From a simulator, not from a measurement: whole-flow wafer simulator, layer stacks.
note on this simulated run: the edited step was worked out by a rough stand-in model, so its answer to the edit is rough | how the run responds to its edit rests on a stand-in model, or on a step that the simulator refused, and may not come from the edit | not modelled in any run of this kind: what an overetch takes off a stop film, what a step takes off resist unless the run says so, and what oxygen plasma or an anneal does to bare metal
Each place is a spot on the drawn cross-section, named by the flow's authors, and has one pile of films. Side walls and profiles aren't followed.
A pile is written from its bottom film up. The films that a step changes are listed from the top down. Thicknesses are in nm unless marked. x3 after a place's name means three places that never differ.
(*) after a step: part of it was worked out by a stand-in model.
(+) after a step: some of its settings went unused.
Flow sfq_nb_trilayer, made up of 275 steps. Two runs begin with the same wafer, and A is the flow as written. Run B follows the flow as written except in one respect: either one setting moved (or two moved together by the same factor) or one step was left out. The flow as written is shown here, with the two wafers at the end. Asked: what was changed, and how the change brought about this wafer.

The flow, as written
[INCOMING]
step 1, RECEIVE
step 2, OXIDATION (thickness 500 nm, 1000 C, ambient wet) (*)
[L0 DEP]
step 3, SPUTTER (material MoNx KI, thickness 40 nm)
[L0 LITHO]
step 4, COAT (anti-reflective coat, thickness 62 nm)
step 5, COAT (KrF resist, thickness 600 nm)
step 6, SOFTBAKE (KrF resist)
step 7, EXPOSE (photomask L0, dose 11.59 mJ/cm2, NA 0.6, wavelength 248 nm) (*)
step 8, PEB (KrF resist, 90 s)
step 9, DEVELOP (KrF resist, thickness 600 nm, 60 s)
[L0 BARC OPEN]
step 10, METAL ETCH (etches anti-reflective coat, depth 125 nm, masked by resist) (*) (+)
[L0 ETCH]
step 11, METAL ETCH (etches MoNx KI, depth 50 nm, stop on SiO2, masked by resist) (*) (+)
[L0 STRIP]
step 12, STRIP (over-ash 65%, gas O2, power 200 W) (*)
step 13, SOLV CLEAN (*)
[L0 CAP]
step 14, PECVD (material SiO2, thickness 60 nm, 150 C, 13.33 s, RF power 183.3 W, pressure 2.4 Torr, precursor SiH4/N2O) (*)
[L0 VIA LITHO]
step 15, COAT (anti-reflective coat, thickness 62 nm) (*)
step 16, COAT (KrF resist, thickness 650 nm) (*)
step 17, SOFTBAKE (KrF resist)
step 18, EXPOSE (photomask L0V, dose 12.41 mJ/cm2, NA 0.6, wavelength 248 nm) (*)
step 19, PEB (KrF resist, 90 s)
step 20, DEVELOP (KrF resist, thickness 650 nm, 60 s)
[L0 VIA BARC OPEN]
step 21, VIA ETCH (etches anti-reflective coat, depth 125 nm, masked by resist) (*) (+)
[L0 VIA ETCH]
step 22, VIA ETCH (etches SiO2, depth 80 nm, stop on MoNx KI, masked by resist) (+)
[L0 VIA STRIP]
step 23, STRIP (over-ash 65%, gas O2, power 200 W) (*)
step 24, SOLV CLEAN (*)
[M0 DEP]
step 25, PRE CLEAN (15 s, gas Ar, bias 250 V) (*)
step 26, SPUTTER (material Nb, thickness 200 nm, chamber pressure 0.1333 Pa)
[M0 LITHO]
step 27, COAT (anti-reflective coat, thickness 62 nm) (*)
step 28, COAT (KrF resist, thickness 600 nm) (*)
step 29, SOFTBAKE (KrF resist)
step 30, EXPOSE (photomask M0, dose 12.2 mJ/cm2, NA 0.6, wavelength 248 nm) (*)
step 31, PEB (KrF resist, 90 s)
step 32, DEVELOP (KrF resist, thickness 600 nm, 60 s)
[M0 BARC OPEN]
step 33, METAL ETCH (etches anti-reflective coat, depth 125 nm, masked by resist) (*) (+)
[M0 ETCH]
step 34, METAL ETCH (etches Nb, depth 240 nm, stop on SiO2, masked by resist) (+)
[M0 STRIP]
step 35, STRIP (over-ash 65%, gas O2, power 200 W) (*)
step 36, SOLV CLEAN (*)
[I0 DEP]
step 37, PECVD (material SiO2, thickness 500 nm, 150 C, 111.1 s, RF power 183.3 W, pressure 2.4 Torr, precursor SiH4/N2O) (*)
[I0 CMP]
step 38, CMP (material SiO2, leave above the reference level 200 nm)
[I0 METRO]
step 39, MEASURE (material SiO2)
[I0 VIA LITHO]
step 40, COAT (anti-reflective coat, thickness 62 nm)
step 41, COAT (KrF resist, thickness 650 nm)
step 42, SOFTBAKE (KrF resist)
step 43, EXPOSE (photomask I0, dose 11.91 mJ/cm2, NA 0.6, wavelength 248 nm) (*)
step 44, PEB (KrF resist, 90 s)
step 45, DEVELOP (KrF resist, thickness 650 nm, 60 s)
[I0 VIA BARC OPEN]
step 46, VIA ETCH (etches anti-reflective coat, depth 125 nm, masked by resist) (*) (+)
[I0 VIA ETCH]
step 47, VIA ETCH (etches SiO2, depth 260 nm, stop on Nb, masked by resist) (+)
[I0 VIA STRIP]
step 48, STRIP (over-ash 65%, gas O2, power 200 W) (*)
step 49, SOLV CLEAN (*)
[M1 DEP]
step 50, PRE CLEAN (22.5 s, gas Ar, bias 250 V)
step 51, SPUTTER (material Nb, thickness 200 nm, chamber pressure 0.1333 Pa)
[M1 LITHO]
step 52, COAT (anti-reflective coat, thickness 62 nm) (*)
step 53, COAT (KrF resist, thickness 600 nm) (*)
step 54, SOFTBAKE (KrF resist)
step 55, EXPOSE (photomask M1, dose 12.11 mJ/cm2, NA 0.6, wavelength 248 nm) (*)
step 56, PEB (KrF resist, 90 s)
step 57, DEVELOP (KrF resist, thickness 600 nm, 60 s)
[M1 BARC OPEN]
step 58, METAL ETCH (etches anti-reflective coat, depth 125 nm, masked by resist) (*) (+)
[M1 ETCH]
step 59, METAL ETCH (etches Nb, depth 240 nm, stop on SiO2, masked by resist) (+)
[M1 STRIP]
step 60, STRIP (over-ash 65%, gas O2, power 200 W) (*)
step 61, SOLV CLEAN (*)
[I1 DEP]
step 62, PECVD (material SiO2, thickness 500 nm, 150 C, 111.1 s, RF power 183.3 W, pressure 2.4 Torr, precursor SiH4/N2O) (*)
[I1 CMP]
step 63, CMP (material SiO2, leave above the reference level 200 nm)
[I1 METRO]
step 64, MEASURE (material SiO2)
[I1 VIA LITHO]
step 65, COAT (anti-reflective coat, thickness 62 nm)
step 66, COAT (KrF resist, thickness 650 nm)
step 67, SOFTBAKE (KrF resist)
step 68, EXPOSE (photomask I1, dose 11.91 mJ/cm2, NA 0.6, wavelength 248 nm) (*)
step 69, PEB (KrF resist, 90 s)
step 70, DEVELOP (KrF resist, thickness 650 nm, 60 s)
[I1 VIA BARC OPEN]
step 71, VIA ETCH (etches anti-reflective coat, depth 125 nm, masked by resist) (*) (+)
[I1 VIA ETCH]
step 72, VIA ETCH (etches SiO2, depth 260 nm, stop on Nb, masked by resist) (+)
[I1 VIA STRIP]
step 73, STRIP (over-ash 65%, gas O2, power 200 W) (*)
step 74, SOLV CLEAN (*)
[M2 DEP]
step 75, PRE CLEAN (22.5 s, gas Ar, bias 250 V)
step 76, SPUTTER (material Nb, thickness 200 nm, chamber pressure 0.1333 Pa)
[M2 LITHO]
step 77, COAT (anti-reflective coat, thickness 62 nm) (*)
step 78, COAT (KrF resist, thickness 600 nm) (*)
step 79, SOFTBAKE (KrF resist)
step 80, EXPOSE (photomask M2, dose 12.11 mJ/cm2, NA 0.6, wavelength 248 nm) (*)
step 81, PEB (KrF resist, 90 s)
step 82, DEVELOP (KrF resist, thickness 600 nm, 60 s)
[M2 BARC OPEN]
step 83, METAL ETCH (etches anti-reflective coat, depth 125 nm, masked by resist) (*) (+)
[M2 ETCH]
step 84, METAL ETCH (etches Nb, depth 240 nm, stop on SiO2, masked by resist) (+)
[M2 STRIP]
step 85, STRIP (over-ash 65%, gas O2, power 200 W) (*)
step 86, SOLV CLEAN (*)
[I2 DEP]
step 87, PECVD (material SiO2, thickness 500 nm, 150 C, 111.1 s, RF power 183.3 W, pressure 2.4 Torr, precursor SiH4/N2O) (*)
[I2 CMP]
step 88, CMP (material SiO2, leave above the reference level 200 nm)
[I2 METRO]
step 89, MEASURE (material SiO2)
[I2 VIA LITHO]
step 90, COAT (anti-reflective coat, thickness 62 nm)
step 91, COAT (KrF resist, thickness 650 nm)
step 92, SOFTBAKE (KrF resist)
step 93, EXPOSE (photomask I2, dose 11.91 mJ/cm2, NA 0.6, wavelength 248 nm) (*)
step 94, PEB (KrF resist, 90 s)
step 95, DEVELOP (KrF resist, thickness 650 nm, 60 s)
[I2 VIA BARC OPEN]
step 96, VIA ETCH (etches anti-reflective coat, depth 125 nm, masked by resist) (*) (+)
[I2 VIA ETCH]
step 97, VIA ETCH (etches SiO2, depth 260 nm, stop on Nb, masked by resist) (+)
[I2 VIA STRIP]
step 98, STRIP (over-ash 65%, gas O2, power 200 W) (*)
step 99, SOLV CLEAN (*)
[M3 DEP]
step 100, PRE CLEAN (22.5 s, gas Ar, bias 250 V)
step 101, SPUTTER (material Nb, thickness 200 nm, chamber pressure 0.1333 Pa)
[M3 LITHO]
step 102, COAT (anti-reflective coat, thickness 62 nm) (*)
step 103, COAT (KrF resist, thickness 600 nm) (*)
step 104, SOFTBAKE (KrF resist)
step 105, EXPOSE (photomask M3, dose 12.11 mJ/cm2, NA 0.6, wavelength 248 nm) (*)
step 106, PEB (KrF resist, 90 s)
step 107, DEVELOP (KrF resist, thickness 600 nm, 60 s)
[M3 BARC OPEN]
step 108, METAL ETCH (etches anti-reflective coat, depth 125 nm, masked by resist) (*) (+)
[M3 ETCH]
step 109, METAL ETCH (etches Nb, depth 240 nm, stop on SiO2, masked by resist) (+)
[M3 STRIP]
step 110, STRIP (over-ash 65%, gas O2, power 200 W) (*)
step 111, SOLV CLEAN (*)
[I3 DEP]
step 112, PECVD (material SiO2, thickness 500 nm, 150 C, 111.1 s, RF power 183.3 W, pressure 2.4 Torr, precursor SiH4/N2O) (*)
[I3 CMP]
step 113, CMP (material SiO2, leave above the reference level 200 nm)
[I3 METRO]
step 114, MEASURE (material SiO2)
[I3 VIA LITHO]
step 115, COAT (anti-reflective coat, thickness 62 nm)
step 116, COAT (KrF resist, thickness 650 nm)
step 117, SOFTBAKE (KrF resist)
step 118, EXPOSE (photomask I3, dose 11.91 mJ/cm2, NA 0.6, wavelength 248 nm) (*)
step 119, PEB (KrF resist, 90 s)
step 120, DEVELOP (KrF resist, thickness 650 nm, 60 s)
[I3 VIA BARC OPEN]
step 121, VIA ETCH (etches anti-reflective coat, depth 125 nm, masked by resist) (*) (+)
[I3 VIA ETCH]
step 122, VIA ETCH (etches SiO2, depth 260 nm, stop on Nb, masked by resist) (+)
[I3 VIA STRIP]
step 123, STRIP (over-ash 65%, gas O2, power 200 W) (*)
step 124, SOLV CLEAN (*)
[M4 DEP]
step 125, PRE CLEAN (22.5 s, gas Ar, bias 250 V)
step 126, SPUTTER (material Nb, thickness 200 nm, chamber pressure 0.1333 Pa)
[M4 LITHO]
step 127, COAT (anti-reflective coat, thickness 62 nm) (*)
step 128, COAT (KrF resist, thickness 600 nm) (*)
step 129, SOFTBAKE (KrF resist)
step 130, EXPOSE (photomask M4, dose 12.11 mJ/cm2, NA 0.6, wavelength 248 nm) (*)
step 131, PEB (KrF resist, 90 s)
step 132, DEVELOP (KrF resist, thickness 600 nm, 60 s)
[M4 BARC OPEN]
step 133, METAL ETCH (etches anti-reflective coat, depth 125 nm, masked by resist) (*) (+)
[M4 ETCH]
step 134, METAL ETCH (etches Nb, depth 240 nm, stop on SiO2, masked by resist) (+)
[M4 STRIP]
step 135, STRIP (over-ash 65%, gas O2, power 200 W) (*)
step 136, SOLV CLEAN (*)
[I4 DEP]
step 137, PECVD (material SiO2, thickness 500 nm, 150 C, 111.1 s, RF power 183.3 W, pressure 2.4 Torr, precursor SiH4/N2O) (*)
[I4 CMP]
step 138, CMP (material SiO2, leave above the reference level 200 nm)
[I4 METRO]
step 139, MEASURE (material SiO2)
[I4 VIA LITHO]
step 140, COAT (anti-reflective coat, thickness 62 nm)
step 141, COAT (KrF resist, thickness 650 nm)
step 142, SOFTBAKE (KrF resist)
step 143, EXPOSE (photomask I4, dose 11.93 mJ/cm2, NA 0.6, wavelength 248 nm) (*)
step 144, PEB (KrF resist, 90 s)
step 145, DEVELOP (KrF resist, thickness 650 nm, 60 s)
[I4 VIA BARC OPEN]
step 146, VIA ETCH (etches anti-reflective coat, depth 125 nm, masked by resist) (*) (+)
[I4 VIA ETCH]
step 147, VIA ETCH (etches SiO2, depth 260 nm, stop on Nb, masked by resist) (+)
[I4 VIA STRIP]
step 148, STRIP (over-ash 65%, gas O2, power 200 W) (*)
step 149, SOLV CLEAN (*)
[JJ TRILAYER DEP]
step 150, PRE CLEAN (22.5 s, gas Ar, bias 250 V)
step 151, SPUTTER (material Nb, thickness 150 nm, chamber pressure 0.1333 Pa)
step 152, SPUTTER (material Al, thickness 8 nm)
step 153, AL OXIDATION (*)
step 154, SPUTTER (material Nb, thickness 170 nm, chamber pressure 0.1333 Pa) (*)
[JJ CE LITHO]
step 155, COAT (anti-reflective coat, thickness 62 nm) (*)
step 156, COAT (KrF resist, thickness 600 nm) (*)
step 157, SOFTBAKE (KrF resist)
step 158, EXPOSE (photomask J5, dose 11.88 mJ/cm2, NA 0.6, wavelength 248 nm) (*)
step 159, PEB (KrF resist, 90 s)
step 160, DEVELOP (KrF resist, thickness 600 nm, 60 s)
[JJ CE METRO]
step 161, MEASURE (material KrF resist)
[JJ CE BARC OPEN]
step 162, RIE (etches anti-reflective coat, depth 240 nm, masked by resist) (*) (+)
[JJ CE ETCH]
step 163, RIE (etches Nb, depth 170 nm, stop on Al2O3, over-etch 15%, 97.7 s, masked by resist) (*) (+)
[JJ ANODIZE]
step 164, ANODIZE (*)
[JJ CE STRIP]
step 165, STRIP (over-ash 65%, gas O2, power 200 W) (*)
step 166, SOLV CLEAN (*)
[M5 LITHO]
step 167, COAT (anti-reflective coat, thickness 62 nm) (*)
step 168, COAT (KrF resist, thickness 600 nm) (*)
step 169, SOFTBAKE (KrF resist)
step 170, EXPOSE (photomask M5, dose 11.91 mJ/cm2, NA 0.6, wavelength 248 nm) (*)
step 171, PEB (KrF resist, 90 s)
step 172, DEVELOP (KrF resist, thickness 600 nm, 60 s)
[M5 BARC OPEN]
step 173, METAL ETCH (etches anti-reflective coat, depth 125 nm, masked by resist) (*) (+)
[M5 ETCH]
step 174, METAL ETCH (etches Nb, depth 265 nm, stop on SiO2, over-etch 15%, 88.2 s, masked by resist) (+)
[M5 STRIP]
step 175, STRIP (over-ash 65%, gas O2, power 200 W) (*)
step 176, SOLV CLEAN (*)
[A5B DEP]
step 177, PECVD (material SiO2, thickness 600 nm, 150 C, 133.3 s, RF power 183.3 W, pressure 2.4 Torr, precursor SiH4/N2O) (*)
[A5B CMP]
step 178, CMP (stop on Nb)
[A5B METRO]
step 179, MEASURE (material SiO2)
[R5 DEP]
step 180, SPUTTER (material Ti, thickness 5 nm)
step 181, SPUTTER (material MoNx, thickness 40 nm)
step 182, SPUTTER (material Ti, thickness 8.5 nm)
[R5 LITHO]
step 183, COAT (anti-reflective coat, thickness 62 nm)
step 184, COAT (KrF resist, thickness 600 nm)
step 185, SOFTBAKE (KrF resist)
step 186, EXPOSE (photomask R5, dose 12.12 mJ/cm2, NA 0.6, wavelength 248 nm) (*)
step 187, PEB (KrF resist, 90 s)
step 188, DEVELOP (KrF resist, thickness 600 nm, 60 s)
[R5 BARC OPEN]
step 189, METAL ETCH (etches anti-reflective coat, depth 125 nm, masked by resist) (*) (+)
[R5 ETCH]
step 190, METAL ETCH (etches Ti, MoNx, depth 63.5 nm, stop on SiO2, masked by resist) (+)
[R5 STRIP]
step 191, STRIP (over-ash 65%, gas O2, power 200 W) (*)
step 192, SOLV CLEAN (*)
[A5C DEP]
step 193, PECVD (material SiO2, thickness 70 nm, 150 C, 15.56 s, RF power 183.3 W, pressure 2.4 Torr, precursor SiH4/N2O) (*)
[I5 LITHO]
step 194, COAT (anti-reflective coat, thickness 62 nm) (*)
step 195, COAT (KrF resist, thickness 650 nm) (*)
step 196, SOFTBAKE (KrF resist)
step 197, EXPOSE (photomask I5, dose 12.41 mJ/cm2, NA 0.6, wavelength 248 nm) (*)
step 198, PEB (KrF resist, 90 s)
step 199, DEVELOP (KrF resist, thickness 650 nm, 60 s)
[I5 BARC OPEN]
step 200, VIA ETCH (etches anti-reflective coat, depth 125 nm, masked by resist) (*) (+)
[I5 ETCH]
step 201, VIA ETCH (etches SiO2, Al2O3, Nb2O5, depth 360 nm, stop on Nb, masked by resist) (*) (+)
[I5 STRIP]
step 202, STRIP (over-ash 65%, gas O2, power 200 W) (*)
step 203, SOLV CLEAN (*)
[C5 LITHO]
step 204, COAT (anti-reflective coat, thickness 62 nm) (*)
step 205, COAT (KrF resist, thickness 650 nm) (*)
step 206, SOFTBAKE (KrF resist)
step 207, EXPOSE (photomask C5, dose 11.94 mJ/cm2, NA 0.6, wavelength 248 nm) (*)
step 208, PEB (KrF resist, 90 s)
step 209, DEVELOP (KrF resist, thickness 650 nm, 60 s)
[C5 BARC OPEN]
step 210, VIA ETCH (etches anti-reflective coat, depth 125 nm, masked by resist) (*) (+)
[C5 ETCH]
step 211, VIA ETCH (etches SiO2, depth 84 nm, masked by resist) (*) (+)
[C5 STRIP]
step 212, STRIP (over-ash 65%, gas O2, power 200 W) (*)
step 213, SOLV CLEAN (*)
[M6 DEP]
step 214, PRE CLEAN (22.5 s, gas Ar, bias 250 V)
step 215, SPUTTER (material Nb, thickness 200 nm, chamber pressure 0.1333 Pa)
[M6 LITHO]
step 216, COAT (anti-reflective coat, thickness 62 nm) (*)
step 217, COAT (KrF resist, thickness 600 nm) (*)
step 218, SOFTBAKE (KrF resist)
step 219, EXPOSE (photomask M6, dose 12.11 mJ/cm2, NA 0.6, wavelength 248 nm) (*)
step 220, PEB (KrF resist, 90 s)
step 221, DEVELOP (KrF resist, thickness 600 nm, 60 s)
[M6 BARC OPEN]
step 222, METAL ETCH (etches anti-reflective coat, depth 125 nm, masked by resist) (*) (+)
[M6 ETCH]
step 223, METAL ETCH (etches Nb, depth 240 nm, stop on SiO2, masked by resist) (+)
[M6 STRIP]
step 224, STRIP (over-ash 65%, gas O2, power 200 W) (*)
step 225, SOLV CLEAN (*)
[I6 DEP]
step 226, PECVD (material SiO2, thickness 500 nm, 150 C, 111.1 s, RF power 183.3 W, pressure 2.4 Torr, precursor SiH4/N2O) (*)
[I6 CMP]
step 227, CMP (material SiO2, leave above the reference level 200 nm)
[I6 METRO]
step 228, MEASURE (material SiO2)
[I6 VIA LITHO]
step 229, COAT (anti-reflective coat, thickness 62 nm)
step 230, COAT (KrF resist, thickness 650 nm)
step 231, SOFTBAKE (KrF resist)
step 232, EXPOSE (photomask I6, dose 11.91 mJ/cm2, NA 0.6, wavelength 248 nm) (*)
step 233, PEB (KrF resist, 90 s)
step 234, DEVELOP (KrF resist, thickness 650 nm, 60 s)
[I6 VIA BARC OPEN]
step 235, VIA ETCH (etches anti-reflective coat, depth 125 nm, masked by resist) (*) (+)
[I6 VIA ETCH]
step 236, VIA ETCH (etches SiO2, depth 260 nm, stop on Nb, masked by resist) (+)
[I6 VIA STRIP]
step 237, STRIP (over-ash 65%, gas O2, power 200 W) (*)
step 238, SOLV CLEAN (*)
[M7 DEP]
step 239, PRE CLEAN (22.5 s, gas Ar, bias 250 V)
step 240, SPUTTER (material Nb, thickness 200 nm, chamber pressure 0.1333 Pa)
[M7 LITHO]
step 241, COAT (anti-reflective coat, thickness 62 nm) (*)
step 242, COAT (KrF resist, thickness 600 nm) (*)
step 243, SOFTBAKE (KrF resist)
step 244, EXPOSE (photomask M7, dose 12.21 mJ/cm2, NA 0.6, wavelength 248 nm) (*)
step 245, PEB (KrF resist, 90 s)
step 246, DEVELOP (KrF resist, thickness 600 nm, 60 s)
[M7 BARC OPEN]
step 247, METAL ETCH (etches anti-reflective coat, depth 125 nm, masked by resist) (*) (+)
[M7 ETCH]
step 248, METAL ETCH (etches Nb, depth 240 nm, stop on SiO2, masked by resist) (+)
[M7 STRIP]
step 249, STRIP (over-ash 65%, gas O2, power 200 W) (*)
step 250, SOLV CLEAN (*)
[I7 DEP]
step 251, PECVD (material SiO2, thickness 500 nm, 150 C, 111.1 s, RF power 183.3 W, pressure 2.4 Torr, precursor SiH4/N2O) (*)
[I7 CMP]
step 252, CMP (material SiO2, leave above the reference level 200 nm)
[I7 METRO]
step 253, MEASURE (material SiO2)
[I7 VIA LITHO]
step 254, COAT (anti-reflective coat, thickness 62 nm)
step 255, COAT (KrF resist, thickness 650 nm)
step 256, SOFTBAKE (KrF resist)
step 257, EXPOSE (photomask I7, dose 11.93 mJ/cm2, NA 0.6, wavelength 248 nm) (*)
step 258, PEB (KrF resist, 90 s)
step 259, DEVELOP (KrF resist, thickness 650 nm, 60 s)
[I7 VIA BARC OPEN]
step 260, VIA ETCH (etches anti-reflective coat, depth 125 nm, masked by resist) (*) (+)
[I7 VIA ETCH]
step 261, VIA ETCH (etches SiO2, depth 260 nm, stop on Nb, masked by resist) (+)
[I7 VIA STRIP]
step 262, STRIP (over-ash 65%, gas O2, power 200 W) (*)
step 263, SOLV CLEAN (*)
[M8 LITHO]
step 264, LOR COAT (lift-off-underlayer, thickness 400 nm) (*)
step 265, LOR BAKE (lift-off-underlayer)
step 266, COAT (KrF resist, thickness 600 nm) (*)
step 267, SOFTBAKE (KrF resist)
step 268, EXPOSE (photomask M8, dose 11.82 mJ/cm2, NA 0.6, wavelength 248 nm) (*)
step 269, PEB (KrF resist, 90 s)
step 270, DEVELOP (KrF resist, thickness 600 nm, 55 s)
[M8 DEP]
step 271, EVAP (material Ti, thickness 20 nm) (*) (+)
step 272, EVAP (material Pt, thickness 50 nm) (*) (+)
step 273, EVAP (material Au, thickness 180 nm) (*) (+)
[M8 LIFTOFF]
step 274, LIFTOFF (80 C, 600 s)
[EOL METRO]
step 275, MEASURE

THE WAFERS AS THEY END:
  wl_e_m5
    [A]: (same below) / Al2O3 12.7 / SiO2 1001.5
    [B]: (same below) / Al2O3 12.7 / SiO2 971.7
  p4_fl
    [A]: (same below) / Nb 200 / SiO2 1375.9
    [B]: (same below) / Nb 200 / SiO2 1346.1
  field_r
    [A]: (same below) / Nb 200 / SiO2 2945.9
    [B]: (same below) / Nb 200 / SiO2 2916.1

What caused this: step 193, PECVD: thickness 40.2 nm was run, though the flow has thickness 70 nm; step 193, PECVD: 8.944 s was run, where the flow has 15.56 s.

The path from the change to this, step by step:
  step 193, PECVD (material SiO2, thickness 70 nm, 150 C, 15.56 s, RF power 183.3 W, pressure 2.4 Torr, precursor SiH4/N2O) (*)
      field_l, v_sur, via_wl and 92 more: A SiO2 gains 70 | B SiO2 gains 40.2
      ce_l, c5j, ce_r and 8 more: A SiO2 gains 70 (new film) | B SiO2 gains 40.2 (new film)
  step 201, VIA ETCH (etches SiO2, Al2O3, Nb2O5, depth 360 nm, stop on Nb, masked by resist) (*) (+)
      be: A SiO2 loses 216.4 (all of it), Al2O3 loses 12.7 (all of it), Nb2O5 loses 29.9 (all of it) | B SiO2 loses 186.6 (all of it), Al2O3 loses 12.7 (all of it), Nb2O5 loses 29.9 (all of it)
  step 204, COAT (anti-reflective coat, thickness 62 nm) (*)
      be: A anti-reflective coat gains 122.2 (new film) | B anti-reflective coat gains 117.7 (new film)
      be_sur: A anti-reflective coat gains 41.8 (new film) | B anti-reflective coat gains 42.9 (new film)
  step 205, COAT (KrF resist, thickness 650 nm) (*)
      be: A KrF resist gains 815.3 (new film) | B KrF resist gains 794 (new film)
  step 211, VIA ETCH (etches SiO2, depth 84 nm, masked by resist) (*) (+)
      field_l, v_sur, via_wl and 101 more: A KrF resist loses 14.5 | B KrF resist loses 10.4
      c5j: A SiO2 loses 69.9 (all of it), Nb loses 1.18 | B SiO2 loses 40.1 (all of it), Nb loses 1.67
      (and at 1 other place as well)
  step 212, STRIP (over-ash 65%, gas O2, power 200 W) (*)
      be: A KrF resist loses 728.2 (all of it), anti-reflective coat loses 122.2 (all of it) | B KrF resist loses 711 (all of it), anti-reflective coat loses 117.7 (all of it)
      be_sur: A KrF resist loses 559.6 (all of it), anti-reflective coat loses 41.8 (all of it) | B KrF resist loses 565.5 (all of it), anti-reflective coat loses 42.9 (all of it)
  step 215, SPUTTER (material Nb, thickness 200 nm, chamber pressure 0.1333 Pa)
      be: A Nb gains 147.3 | B Nb gains 154.2
      c5j: A Nb gains 188.4 | B Nb gains 196.2
      (and at 1 other place as well)
  step 216, COAT (anti-reflective coat, thickness 62 nm) (*)
      be: A anti-reflective coat gains 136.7 (new film) | B anti-reflective coat gains 131.1 (new film)
      jj_sur: A anti-reflective coat gains 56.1 (new film) | B anti-reflective coat gains 57.5 (new film)
      (and at 7 other places as well)
  step 217, COAT (KrF resist, thickness 600 nm) (*)
      be: A KrF resist gains 793.9 (new film) | B KrF resist gains 768.5 (new film)
      res: A KrF resist gains 605.2 (new film) | B KrF resist gains 589.6 (new film)
  step 224, STRIP (over-ash 65%, gas O2, power 200 W) (*)
      be: A KrF resist loses 575.8 (all of it), anti-reflective coat loses 136.7 (all of it) | B KrF resist loses 550.4 (all of it), anti-reflective coat loses 131.1 (all of it)
      jj_sur: A KrF resist loses 378.5 (all of it), anti-reflective coat loses 56.1 (all of it) | B KrF resist loses 380.4 (all of it), anti-reflective coat loses 57.5 (all of it)
      (and at 7 other places as well)
  step 226, PECVD (material SiO2, thickness 500 nm, 150 C, 111.1 s, RF power 183.3 W, pressure 2.4 Torr, precursor SiH4/N2O) (*)
      be: A SiO2 gains 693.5 (new film) | B SiO2 gains 656.9 (new film)
      c5j: A SiO2 gains 514.7 (new film) | B SiO2 gains 500 (new film)
  step 227, CMP (material SiO2, leave above the reference level 200 nm)
      c5j: A SiO2 loses 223 | B SiO2 loses 245.4
      res: A SiO2 loses 279.4 | B SiO2 loses 316.3
